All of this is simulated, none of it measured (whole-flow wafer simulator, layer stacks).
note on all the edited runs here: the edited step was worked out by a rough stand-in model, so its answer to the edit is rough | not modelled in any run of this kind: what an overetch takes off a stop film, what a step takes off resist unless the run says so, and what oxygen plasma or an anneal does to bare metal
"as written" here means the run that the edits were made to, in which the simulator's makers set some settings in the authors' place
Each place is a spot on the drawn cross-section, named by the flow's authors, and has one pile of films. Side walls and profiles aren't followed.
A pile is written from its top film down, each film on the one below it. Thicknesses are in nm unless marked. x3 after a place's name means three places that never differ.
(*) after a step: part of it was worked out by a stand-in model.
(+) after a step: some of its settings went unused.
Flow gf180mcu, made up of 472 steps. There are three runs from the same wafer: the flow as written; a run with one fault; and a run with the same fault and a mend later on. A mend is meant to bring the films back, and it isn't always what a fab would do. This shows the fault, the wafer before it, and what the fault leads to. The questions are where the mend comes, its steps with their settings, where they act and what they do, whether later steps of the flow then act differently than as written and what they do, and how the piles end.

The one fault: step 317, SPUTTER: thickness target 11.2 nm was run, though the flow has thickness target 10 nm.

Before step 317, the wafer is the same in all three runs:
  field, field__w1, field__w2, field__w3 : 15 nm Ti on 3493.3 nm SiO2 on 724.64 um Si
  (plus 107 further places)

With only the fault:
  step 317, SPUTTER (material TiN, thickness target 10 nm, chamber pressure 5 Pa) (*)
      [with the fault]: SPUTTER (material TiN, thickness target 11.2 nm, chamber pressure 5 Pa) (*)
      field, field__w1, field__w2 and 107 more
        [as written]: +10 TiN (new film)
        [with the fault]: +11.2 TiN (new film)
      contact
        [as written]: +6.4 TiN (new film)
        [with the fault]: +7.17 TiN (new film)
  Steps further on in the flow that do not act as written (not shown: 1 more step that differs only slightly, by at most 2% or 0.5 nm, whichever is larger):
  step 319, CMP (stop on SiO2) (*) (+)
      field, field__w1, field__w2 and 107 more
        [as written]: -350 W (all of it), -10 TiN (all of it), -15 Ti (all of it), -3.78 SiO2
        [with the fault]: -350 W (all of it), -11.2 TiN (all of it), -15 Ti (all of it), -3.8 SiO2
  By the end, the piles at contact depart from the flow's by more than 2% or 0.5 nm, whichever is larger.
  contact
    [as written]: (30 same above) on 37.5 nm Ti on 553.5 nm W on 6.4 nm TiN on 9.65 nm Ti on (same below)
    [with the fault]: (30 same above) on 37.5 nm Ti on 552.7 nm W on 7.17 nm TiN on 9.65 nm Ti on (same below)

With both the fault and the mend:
  After step 317 comes the mend.
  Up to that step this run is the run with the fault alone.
  step 317a, METAL ETCH (chemistry Cl2/BCl3, etches TiN, AlCu, Ti, depth target 1.2 nm, Cl2 flow 80 sccm, BCl3 flow 40 sccm, ICP power 800 W, bias power 140 W, pressure 8 mTorr) (the flow's step 260 again, with other settings)
      field, field__w1, field__w2 and 108 more
        -1.2 TiN
  Later steps of the flow that are run all act as written at every place that is followed, up to a difference of at most 2% or 0.5 nm, whichever is larger.
  The piles end only slightly different from the flow's at the places that both follow, by no more than 2% or 0.5 nm, whichever is larger.
